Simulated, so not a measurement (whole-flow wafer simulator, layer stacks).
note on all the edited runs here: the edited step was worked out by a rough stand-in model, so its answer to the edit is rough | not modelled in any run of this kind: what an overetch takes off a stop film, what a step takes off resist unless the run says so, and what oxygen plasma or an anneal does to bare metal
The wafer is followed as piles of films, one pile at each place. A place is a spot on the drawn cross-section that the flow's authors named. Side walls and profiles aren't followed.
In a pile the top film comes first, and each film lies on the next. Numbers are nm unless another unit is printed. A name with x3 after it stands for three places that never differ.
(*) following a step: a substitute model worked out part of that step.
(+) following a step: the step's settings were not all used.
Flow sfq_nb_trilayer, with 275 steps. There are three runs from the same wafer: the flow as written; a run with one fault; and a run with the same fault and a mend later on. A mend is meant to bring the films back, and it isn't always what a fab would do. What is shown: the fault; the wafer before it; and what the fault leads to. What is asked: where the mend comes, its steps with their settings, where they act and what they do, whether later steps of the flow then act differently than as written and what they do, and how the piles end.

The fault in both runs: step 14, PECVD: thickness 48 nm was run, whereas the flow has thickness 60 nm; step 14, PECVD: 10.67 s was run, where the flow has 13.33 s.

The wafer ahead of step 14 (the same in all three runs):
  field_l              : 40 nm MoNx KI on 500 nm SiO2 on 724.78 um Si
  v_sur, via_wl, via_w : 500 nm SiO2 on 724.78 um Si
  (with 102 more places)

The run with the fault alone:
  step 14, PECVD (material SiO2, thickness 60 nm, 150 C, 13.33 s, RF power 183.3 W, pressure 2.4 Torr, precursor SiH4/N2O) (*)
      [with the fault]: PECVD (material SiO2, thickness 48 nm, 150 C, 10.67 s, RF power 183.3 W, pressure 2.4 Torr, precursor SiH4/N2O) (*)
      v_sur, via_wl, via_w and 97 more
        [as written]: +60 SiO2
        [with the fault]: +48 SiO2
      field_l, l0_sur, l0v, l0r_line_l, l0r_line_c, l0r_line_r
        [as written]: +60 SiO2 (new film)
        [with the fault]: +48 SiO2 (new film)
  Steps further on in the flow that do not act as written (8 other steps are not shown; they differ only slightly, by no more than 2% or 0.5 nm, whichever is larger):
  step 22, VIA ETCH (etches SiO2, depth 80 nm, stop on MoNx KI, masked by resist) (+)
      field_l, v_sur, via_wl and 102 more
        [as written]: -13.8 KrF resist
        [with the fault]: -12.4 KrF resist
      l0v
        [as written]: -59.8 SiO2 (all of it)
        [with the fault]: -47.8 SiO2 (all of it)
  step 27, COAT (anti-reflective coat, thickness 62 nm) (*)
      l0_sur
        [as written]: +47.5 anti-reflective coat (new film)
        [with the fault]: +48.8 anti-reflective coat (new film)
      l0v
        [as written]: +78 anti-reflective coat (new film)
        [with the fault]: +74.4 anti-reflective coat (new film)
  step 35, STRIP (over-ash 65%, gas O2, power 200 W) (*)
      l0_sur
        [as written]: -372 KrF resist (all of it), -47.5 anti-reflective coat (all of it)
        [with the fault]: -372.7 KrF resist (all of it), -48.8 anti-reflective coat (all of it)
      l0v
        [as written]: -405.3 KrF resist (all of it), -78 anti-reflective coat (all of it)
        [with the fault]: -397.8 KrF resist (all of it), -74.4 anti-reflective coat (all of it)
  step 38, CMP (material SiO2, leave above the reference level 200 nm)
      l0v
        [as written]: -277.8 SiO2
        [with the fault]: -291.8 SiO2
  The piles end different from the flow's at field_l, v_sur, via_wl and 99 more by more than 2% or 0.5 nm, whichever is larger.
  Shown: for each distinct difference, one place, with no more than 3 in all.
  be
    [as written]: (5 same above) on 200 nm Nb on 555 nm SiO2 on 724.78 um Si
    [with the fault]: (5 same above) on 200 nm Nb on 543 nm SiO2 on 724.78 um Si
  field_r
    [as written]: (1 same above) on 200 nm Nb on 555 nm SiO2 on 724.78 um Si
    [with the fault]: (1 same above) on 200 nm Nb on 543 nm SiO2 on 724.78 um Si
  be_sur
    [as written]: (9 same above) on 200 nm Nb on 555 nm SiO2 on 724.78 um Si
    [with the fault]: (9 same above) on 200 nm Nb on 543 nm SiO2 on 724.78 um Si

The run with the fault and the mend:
  The mend follows step 20.
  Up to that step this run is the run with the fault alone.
  step 20a, STRIP (over-ash 65%, gas O2, power 200 W) (*)
      p4_fl x3, p4_w1 x9, p4_g1 x2 and 59 more
        -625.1 KrF resist (all of it), -62 anti-reflective coat (all of it)
      jj_sur, ce_l, c5j, ce_r, sp_r, be_r, r_sur
        -632 KrF resist (all of it), -63.7 anti-reflective coat (all of it)
      l0r_line_l, l0r_line_c, l0r_line_r
        -621.1 KrF resist (all of it), -58.9 anti-reflective coat (all of it)
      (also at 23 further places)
  step 20b, PECVD (material SiO2, thickness 12 nm, 150 C, 2.667 s, RF power 183.3 W, pressure 2.4 Torr, precursor SiH4/N2O) (a further turn of the flow's step 14, with different settings)
      field_l, v_sur, via_wl and 103 more
        +12 SiO2
  step 20c, COAT (anti-reflective coat, thickness 62 nm) (*) (a further turn of the flow's step 15)
      p4_fl x3, p4_w1 x9, p4_g1 x2 and 59 more
        +62 anti-reflective coat (new film)
      be_sur, gap, jj_sur and 8 more
        +63.7 anti-reflective coat (new film)
      wire, be, moat, field_r, lsp_l
        +63.8 anti-reflective coat (new film)
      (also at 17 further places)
  step 20d, COAT (KrF resist, thickness 650 nm) (*) (a further turn of the flow's step 16)
      p4_fl x3, p4_w1 x9, p4_g1 x2 and 59 more
        +650 KrF resist (new film)
      jj_sur, ce_l, c5j, ce_r, sp_r, be_r, r_sur
        +656.9 KrF resist (new film)
      l0r_line_l, l0r_line_c, l0r_line_r
        +646 KrF resist (new film)
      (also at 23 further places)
  step 20e, SOFTBAKE (KrF resist) (a further turn of the flow's step 17)
      alters no film at any place that is followed
  step 20f, EXPOSE (photomask L0V, dose 12.41 mJ/cm2, NA 0.6, wavelength 248 nm) (*) (a further turn of the flow's step 18)
      alters no film at any place that is followed
  step 20g, PEB (KrF resist, 90 s) (a further turn of the flow's step 19)
      p4_fl x3, p4_w1 x9, p4_g1 x2 and 59 more
        -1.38 KrF resist
      via_v, wire, be and 15 more
        -1.39 KrF resist
      v_sur, via_w, via_wr, via_sp, lsp_m, ln_m6, lsp_r
        -1.4 KrF resist
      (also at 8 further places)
  step 20h, DEVELOP (KrF resist, thickness 650 nm, 60 s) (a further turn of the flow's step 20)
      field_l, v_sur, via_wl and 102 more
        -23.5 KrF resist
      l0v
        -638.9 KrF resist (all of it)
  Every later step of the flow that is run acts as written, at every place that is followed, to within 2% or 0.5 nm, whichever is larger.
  By the end, the piles equal the flow's at every place that both follow.
